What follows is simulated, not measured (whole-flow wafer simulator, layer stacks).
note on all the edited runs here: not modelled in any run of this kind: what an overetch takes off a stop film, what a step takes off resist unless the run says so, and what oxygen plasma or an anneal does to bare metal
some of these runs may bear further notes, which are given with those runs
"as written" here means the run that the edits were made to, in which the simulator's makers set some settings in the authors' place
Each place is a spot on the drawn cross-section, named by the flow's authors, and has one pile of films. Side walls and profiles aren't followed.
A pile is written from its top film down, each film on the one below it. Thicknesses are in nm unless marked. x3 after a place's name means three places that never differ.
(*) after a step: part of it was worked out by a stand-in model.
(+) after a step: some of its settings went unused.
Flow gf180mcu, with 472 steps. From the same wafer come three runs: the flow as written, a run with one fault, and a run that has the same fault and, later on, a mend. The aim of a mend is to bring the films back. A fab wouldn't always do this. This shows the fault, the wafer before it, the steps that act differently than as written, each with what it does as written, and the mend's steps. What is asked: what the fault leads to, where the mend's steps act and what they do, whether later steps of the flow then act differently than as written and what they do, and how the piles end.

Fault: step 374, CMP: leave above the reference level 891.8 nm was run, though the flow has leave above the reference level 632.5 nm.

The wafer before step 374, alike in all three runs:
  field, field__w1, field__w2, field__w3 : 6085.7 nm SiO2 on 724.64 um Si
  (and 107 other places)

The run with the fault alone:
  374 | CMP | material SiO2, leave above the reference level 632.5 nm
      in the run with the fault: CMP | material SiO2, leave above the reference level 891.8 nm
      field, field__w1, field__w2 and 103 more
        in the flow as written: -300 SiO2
        in the run with the fault: -40.7 SiO2
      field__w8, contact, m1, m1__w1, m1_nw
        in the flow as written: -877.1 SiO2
        in the run with the fault: -617.8 SiO2
  Steps further on in the flow that do not act as written:
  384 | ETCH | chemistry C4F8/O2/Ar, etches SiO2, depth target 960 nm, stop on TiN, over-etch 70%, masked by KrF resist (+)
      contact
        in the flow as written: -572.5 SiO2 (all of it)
        in the run with the fault: -831.8 SiO2 (all of it)
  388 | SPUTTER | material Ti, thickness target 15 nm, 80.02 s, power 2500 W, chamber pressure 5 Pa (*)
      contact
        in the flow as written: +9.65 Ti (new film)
        in the run with the fault: +8.31 Ti (new film)
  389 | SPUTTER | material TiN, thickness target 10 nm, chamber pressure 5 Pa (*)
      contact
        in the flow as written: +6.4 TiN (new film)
        in the run with the fault: +5.5 TiN (new film)
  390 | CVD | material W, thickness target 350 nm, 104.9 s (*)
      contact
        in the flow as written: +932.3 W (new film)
        in the run with the fault: +1193.8 W (new film)
  At field, field__w1, field__w2 and 109 more, the piles at the end differ from the flow's by more than 2% or 0.5 nm, whichever is larger.
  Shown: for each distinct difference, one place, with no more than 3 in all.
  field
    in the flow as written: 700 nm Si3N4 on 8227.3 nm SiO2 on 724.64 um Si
    in the run with the fault: 700 nm Si3N4 on 8486.6 nm SiO2 on 724.64 um Si
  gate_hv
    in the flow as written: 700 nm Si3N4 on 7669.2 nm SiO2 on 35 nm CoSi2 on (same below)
    in the run with the fault: 700 nm Si3N4 on 7928.5 nm SiO2 on 35 nm CoSi2 on (same below)
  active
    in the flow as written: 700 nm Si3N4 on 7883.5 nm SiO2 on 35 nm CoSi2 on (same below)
    in the run with the fault: 700 nm Si3N4 on 8142.8 nm SiO2 on 35 nm CoSi2 on (same below)

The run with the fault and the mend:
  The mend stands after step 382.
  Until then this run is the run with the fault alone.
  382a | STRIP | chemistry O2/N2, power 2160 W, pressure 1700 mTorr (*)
      field, field__w1, field__w2 and 107 more
        -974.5 KrF resist (all of it), -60 anti-reflective coat (all of it)
      contact
        -60 anti-reflective coat (all of it)
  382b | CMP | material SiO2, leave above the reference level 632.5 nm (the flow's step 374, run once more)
      field, field__w1, field__w2 and 108 more
        -259.3 SiO2
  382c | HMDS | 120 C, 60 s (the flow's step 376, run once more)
      alters no film at any place that is followed
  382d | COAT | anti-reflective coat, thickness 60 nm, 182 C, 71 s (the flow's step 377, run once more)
      field, field__w1, field__w2 and 108 more
        +60 anti-reflective coat (new film)
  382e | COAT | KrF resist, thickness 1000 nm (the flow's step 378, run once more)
      field, field__w1, field__w2 and 108 more
        +1000 KrF resist (new film)
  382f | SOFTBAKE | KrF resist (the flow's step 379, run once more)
      alters no film at any place that is followed
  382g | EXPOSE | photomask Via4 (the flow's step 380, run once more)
      alters no film at any place that is followed
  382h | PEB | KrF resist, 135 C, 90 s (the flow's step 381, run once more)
      field, field__w1, field__w2 and 108 more
        -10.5 KrF resist
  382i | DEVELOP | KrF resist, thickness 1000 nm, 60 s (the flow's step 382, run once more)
      field, field__w1, field__w2 and 107 more
        -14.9 KrF resist
      contact
        -989.5 KrF resist (all of it)
  Every later step of the flow that is run acts as written at every place that is followed.
  By the end, the piles equal the flow's at every place that both follow.
